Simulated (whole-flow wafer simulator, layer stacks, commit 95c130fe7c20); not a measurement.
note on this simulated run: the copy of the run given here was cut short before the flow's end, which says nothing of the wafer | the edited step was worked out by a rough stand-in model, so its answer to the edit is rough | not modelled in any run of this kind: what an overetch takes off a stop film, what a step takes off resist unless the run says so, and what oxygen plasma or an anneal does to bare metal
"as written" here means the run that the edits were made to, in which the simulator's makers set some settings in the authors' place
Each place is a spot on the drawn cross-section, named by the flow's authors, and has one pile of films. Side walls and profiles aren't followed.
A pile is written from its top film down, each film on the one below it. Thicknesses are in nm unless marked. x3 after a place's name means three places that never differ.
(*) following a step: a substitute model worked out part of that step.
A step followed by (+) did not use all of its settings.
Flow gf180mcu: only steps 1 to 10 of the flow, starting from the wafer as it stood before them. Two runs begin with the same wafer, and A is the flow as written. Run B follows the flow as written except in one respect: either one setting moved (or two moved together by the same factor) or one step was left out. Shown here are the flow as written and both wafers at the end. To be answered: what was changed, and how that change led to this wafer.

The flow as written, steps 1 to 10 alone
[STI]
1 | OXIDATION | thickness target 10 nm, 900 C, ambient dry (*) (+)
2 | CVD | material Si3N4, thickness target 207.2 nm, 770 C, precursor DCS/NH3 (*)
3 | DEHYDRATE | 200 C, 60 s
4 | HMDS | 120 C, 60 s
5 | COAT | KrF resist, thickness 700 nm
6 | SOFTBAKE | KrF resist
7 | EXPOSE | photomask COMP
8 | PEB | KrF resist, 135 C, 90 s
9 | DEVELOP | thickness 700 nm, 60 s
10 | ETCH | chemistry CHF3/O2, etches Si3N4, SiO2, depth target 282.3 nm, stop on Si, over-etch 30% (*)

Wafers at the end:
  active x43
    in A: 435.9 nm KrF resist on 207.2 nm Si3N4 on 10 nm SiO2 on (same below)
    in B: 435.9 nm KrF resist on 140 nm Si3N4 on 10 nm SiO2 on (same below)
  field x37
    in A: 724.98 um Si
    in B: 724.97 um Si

Cause: step 2, CVD: 746 C was run, while the flow as written has 770 C.

The path from the change to this, step by step:
  2 | CVD | material Si3N4, thickness target 207.2 nm, 770 C, precursor DCS/NH3 (*)
      field x37, active x43: A +207.2 Si3N4 (new film) | B +140 Si3N4 (new film)
  10 | ETCH | chemistry CHF3/O2, etches Si3N4, SiO2, depth target 282.3 nm, stop on Si, over-etch 30% (*)
      field x37: A -207.2 Si3N4 (all of it), -10 SiO2 (all of it), -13 Si | B -140 Si3N4 (all of it), -10 SiO2 (all of it), -26.5 Si
